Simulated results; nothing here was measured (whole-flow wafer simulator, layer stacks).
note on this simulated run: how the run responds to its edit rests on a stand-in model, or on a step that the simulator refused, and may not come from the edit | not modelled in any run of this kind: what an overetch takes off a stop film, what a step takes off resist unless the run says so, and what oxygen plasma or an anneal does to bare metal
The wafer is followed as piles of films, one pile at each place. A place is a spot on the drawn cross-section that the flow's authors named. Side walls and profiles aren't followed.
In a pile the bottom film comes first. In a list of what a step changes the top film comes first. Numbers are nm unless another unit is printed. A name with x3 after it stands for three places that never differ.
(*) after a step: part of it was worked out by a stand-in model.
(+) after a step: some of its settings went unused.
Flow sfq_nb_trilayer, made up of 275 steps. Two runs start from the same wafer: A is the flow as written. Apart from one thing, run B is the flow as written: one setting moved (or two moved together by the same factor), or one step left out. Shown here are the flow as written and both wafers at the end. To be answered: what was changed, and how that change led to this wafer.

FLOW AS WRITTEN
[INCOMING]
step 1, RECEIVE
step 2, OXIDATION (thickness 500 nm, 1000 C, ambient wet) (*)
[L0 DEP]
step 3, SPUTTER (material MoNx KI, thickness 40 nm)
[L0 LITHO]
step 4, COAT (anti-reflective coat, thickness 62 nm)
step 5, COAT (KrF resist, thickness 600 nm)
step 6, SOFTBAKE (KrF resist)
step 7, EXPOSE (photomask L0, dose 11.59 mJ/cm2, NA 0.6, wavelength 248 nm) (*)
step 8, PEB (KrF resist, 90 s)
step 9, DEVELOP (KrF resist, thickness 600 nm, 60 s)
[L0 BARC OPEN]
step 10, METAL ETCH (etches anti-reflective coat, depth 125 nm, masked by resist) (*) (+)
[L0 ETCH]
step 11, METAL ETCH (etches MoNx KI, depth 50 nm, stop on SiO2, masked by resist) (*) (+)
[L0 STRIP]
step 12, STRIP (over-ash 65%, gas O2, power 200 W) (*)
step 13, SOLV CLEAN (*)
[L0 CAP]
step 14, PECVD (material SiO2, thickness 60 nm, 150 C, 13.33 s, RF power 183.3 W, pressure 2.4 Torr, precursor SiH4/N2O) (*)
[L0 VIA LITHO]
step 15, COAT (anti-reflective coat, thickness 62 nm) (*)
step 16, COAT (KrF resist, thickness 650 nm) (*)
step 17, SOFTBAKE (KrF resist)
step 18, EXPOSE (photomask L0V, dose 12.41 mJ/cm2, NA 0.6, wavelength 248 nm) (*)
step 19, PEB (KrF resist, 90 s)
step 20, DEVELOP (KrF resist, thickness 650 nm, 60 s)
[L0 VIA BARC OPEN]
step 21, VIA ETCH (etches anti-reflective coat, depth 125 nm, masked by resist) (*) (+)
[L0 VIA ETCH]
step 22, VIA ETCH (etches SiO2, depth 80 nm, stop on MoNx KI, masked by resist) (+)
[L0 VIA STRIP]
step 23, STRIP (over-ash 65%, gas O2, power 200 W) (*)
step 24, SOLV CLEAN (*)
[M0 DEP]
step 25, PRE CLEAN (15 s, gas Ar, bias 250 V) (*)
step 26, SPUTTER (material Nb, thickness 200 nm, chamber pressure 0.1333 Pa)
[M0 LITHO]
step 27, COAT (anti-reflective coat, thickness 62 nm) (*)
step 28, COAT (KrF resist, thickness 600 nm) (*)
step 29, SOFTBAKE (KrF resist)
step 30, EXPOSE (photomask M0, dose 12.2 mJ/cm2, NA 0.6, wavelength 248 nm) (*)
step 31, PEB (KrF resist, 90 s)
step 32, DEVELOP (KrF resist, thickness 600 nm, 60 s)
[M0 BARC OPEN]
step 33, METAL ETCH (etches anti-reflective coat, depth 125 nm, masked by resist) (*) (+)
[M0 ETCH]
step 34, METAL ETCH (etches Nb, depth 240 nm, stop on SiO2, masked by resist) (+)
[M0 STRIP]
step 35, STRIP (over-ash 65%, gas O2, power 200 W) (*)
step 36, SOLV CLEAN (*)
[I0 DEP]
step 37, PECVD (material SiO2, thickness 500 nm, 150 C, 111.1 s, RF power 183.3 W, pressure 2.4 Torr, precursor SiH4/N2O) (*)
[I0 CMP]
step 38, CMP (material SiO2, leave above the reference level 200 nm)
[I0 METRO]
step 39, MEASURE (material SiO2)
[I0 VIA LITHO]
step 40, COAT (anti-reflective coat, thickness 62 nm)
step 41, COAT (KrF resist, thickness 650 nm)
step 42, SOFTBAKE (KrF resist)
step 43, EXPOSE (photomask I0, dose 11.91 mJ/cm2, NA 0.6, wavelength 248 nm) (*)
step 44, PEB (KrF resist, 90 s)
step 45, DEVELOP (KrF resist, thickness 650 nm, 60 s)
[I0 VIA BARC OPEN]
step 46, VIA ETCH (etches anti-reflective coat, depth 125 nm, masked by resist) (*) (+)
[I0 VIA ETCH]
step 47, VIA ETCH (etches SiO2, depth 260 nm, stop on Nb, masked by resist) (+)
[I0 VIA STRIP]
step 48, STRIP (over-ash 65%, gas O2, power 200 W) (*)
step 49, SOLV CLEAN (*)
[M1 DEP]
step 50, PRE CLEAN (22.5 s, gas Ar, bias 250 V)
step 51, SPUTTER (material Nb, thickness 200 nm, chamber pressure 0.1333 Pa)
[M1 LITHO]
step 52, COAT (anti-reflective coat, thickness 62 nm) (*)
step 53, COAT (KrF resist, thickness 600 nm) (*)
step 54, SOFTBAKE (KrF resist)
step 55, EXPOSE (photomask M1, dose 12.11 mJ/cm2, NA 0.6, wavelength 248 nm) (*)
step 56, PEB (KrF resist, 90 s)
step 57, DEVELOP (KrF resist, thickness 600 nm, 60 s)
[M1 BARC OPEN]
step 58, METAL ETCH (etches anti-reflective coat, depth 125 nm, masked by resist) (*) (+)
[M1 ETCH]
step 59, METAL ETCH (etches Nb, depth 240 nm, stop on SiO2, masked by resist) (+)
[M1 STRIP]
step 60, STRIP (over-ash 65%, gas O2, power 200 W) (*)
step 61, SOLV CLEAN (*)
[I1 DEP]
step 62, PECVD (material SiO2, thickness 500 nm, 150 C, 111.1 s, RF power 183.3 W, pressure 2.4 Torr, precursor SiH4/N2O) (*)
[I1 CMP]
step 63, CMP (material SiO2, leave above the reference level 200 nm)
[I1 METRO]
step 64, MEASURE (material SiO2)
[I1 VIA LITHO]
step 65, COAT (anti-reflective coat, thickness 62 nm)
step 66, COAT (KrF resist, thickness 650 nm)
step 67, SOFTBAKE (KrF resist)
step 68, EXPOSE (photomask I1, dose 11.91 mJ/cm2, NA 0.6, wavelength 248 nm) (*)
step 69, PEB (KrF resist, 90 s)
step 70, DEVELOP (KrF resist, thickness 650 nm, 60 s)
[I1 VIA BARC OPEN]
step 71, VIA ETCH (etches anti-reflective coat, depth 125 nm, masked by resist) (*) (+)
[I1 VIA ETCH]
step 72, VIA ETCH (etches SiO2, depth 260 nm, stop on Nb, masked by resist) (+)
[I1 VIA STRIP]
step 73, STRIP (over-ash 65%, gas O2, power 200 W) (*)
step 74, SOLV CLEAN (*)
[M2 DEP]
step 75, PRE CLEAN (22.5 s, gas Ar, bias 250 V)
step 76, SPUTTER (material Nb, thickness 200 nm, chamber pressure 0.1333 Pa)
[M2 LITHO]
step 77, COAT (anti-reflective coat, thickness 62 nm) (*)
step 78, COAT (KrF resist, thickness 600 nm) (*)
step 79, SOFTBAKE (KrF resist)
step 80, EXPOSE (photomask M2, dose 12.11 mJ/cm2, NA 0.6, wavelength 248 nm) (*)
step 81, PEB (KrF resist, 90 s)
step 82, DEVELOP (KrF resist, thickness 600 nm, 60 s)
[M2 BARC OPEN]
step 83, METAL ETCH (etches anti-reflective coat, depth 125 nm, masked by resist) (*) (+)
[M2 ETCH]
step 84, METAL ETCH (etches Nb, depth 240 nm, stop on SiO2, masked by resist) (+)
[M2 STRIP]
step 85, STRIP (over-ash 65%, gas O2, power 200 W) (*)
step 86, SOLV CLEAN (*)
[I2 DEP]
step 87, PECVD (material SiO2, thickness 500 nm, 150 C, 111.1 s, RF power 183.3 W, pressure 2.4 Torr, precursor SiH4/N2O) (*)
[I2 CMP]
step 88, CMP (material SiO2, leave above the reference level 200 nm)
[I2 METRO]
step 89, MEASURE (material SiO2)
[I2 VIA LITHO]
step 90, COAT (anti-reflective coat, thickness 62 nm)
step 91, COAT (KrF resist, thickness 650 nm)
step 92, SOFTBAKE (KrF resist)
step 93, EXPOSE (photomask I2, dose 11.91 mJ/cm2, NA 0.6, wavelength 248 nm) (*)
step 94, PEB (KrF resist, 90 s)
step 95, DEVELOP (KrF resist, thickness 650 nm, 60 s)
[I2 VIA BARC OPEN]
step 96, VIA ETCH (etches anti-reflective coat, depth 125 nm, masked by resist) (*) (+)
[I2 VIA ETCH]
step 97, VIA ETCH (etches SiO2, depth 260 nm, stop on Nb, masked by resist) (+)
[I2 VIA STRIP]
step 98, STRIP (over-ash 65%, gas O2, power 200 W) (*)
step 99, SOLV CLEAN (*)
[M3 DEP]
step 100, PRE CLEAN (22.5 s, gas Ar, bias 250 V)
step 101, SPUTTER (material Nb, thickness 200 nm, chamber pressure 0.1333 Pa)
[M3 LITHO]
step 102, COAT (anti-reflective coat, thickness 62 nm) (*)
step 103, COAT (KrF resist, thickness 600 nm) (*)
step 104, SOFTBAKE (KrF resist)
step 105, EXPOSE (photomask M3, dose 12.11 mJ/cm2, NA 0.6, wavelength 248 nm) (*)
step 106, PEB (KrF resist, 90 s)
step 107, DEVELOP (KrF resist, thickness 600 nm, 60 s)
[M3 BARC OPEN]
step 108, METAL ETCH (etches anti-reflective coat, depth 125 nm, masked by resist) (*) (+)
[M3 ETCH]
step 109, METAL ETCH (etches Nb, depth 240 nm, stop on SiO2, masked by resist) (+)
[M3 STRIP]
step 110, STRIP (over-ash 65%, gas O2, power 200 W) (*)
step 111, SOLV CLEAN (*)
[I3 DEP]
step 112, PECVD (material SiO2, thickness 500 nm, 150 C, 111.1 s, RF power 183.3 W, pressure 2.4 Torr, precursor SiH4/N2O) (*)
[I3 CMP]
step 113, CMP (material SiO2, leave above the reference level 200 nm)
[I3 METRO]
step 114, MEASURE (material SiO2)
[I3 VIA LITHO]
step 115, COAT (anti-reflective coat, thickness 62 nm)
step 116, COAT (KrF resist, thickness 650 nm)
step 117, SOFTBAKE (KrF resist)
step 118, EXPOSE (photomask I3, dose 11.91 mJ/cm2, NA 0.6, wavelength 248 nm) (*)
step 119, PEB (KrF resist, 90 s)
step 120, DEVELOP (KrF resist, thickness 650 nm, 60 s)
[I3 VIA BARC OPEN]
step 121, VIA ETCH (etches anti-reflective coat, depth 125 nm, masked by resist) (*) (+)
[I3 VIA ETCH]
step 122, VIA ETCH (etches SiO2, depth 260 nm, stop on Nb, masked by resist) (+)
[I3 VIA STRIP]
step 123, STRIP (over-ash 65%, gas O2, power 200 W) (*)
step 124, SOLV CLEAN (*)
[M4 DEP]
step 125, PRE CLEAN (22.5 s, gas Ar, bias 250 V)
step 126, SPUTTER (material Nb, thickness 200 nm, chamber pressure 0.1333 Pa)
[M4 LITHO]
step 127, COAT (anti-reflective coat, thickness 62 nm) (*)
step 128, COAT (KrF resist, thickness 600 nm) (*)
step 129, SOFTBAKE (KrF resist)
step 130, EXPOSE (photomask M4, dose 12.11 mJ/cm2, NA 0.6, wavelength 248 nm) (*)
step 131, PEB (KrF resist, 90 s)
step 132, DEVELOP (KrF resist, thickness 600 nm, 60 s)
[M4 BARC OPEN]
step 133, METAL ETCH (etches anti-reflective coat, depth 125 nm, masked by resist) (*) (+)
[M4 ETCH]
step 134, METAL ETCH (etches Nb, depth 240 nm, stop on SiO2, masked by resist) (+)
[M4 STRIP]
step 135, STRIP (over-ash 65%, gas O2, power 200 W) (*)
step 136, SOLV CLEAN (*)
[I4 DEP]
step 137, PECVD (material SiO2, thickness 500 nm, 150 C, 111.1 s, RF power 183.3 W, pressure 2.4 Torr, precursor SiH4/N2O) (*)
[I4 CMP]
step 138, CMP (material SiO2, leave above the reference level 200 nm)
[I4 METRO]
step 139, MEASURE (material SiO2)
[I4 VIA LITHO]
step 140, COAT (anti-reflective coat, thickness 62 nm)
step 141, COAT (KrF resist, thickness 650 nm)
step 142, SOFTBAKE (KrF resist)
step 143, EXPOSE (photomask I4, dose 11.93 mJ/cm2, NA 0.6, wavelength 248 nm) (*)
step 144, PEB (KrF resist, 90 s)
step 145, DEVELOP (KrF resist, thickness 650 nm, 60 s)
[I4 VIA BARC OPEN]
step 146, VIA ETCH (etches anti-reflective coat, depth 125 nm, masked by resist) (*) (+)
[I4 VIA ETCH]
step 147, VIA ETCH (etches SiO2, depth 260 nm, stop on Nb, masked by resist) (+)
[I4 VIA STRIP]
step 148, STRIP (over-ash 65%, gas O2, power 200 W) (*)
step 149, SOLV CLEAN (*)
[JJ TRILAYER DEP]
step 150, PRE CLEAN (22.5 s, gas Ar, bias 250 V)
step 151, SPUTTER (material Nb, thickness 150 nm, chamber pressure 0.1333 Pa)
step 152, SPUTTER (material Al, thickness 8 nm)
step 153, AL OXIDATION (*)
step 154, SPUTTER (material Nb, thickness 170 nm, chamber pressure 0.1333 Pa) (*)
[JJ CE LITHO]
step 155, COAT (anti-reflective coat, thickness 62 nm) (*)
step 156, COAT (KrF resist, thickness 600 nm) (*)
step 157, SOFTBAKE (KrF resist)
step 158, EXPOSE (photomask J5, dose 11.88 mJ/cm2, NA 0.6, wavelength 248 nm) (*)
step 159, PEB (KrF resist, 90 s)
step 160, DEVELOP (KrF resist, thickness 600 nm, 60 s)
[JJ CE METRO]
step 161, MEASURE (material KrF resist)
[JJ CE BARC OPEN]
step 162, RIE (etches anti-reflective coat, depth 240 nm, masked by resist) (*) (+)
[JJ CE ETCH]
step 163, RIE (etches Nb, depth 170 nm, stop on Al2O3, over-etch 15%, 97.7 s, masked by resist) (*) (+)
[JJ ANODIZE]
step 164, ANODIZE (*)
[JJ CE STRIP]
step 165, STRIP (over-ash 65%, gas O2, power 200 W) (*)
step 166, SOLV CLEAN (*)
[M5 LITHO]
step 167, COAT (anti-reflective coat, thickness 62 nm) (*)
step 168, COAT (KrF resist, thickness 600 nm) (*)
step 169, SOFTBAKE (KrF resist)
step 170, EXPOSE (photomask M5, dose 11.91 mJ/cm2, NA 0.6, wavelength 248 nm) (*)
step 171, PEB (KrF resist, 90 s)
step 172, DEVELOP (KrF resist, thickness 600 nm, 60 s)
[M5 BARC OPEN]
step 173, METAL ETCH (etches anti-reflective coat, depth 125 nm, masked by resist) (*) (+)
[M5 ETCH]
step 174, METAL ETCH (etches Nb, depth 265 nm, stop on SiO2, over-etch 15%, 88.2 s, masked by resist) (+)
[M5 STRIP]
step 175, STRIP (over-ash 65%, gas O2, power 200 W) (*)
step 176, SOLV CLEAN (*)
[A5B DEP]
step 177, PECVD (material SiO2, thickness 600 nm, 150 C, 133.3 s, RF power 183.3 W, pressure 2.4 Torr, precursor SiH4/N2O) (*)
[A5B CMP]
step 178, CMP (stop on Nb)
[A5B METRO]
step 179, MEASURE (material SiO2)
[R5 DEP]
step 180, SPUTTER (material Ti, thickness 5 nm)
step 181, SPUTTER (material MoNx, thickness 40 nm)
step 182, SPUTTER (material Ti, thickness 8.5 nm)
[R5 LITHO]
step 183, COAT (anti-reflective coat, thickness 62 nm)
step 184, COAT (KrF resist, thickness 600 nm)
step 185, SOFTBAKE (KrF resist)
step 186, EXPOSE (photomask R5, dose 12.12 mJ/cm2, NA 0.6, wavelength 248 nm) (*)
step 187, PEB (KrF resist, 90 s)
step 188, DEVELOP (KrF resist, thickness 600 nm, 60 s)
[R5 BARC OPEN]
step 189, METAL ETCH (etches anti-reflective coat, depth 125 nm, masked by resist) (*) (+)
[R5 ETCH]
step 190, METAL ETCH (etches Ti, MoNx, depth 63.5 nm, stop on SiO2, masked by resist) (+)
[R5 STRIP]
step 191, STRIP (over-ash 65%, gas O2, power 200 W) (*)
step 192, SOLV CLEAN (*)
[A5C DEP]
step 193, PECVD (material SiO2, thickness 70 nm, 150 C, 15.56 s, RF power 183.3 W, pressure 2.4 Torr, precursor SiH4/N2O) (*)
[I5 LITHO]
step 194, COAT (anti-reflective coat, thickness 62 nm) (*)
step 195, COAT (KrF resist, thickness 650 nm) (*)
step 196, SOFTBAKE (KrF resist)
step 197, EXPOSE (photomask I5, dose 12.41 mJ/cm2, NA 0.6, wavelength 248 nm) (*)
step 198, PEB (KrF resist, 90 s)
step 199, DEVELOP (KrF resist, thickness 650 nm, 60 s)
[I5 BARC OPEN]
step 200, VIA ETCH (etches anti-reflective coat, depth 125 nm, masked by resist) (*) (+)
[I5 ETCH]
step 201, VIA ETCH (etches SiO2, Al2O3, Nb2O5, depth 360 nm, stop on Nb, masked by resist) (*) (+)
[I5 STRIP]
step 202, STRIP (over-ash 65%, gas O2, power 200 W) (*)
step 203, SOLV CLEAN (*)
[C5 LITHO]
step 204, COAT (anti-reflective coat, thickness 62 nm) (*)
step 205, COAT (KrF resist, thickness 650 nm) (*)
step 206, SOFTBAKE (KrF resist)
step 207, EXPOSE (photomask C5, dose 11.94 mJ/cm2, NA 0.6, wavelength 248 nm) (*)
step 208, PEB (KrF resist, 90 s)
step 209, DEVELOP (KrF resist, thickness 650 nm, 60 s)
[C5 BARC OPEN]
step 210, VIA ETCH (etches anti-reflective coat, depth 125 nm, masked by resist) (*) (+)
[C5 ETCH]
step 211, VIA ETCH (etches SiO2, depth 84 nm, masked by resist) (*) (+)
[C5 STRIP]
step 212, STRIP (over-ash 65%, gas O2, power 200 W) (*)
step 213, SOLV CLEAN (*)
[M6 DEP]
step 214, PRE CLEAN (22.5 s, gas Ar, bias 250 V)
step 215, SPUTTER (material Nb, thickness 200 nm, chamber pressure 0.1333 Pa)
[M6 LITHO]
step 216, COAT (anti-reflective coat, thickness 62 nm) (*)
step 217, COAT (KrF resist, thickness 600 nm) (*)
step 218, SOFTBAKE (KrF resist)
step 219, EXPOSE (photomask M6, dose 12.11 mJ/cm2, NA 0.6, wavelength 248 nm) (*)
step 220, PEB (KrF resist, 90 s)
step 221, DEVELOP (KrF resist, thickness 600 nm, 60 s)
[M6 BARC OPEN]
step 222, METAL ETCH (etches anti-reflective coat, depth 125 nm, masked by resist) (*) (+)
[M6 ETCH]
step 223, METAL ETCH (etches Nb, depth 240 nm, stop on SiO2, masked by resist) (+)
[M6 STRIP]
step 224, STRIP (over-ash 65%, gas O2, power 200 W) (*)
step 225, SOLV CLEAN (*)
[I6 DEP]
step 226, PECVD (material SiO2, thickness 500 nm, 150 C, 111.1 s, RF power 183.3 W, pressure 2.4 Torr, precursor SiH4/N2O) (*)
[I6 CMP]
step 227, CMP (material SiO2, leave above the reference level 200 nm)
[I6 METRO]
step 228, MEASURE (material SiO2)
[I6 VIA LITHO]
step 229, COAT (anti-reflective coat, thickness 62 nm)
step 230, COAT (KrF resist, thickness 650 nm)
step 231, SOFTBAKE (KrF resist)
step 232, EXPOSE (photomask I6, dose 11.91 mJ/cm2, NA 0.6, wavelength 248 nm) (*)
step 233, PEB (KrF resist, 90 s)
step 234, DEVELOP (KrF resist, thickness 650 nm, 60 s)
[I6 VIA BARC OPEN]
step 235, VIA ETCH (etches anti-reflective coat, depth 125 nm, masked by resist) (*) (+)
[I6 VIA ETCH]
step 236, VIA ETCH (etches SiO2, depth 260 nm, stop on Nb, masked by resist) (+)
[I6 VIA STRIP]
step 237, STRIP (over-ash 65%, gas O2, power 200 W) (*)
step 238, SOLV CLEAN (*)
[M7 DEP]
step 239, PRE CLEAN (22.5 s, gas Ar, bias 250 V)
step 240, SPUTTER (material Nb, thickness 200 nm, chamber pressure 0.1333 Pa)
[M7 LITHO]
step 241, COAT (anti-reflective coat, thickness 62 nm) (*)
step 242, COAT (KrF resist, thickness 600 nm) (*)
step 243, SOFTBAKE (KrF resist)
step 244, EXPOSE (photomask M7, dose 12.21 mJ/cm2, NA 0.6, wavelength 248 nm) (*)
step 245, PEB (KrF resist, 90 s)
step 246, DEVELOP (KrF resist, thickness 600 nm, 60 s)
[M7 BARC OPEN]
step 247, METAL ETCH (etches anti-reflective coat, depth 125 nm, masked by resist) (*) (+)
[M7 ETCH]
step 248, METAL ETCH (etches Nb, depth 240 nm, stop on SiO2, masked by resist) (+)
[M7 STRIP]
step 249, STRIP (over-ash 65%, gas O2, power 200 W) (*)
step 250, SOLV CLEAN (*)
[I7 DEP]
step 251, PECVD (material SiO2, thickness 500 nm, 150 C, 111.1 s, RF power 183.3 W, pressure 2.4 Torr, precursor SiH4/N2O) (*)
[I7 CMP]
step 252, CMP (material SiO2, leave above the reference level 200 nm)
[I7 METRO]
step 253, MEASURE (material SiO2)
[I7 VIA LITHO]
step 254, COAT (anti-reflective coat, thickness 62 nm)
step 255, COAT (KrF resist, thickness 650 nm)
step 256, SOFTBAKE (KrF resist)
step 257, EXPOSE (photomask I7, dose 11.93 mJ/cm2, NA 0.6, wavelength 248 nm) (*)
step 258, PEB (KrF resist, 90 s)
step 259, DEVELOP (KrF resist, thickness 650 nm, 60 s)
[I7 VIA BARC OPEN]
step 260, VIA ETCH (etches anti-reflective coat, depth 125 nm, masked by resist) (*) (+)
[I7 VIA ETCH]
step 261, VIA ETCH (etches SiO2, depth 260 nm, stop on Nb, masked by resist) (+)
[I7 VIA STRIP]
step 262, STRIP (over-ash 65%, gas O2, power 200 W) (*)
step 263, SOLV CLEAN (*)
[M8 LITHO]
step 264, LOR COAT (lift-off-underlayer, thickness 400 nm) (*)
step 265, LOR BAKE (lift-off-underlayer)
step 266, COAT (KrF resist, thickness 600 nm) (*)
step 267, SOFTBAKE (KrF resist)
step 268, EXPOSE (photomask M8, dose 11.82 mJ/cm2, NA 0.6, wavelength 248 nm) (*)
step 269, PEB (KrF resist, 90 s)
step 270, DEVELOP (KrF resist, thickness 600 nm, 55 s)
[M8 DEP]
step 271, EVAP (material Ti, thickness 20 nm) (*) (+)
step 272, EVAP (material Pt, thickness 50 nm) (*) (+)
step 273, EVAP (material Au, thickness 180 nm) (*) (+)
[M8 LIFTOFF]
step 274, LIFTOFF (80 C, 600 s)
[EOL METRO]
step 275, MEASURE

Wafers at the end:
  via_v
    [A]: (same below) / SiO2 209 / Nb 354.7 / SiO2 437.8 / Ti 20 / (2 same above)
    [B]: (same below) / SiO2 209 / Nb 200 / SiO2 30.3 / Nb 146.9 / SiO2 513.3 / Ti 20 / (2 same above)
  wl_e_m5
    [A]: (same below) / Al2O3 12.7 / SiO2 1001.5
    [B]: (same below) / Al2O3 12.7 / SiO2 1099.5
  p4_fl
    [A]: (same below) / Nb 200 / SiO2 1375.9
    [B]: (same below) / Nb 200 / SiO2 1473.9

What caused this: step 227, CMP: leave above the reference level 298 nm was run, whereas the flow has leave above the reference level 200 nm.

How this came from the change, step by step:
  step 227, CMP (material SiO2, leave above the reference level 200 nm)
      moat, field_r, lsp_l, ln_m5, lsp_m: A -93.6 SiO2 | B nothing
      lsp_r, l0_sur, l0v: A -91.9 SiO2 | B nothing
      (also at 98 further places)
  step 229, COAT (anti-reflective coat, thickness 62 nm)
      ln_m6: A +62 anti-reflective coat (new film) | B +60.7 anti-reflective coat (new film)
  step 236, VIA ETCH (etches SiO2, depth 260 nm, stop on Nb, masked by resist) (+)
      via_v: A -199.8 SiO2 (all of it) | B -260 SiO2
  step 237, STRIP (over-ash 65%, gas O2, power 200 W) (*)
      ln_m6: A -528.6 KrF resist (all of it), -62 anti-reflective coat (all of it) | B -527.5 KrF resist (all of it), -60.7 anti-reflective coat (all of it)
  step 239, PRE CLEAN (22.5 s, gas Ar, bias 250 V)
      via_v: A -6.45 Nb | B -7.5 SiO2
  step 240, SPUTTER (material Nb, thickness 200 nm, chamber pressure 0.1333 Pa)
      via_v: A +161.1 Nb | B +146.9 Nb (new film)
  step 241, COAT (anti-reflective coat, thickness 62 nm) (*)
      via_sp: A +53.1 anti-reflective coat (new film) | B +49.9 anti-reflective coat (new film)
      via_v: A +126 anti-reflective coat (new film) | B +129.4 anti-reflective coat (new film)
      (also at 2 further places)
  step 242, COAT (KrF resist, thickness 600 nm) (*)
      via_v: A +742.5 KrF resist (new film) | B +801.4 KrF resist (new film)
  step 249, STRIP (over-ash 65%, gas O2, power 200 W) (*)
      via_sp: A -373.6 KrF resist (all of it), -53.1 anti-reflective coat (all of it) | B -369.4 KrF resist (all of it), -49.9 anti-reflective coat (all of it)
      via_v: A -524.5 KrF resist (all of it), -126 anti-reflective coat (all of it) | B -583.3 KrF resist (all of it), -129.4 anti-reflective coat (all of it)
      (also at 2 further places)
  step 251, PECVD (material SiO2, thickness 500 nm, 150 C, 111.1 s, RF power 183.3 W, pressure 2.4 Torr, precursor SiH4/N2O) (*)
      via_v: A +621 SiO2 (new film) | B +670.3 SiO2 (new film)
  step 252, CMP (material SiO2, leave above the reference level 200 nm)
      field_r, lsp_l: A -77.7 SiO2 | B -73.3 SiO2
      l0_sur, l0v: A -87.8 SiO2 | B -81.8 SiO2
      (also at 2 further places)
With metal films that touch counted as one body, via_v has 7 bodies (between them, from the top down: SiO2 513.3; SiO2 30.3; SiO2 209 / Al2O3 12.7 / Nb2O5 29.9; SiO2 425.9; SiO2 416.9; SiO2 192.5); the flow as written gives 6 bodies (between them, from the top down: SiO2 437.8; SiO2 209 / Al2O3 12.7 / Nb2O5 29.9; SiO2 425.9; SiO2 416.9; SiO2 192.5).
